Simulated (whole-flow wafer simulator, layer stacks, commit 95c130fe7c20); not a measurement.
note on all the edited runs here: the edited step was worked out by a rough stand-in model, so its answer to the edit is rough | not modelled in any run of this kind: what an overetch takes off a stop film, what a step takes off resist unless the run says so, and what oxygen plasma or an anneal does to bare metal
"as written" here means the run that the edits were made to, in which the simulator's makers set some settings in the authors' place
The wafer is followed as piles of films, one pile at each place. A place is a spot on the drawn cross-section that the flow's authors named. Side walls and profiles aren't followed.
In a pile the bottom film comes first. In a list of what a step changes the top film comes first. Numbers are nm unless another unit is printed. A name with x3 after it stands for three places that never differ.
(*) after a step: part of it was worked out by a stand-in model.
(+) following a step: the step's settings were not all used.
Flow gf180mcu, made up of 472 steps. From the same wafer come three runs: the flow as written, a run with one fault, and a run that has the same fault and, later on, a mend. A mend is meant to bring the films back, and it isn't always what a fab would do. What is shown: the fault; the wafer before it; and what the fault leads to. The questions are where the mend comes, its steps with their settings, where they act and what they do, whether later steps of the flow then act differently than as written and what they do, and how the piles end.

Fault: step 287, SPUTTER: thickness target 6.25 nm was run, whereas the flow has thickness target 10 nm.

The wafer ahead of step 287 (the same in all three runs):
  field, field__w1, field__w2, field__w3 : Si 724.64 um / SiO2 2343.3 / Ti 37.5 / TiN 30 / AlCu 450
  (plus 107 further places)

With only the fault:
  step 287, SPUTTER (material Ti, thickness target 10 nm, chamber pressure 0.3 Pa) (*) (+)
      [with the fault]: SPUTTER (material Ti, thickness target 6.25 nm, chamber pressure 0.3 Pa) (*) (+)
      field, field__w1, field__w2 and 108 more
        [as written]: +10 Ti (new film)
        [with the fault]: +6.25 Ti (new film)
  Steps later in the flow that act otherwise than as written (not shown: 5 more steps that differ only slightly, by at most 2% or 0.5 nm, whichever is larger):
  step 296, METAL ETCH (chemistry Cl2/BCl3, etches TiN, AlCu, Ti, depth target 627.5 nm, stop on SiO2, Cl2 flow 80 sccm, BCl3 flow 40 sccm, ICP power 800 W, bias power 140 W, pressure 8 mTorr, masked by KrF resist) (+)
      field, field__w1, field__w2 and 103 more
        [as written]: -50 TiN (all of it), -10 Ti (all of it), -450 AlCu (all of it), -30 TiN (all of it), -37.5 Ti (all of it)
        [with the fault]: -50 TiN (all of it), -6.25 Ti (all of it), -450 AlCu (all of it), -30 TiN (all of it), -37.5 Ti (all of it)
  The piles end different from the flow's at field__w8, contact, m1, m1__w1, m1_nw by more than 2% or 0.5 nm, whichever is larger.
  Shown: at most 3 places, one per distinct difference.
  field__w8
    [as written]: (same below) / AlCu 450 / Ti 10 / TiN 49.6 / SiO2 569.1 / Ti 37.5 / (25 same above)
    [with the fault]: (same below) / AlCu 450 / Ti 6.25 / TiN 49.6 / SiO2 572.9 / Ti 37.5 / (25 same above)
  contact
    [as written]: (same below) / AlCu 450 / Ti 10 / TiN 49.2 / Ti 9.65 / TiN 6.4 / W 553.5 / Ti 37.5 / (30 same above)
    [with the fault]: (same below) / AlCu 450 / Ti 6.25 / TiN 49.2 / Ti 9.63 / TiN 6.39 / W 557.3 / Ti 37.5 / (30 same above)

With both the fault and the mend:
  After step 287 comes the mend.
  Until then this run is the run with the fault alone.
  step 287a, SPUTTER (material Ti, thickness target 3.75 nm, chamber pressure 0.3 Pa) (*) (+) (the flow's step 287, run once more with other settings)
      field, field__w1, field__w2 and 108 more
        +3.75 Ti
  None of the later steps of the flow acts differently than as written at any place that is followed.
  By the end, the piles equal the flow's at every place that both follow.
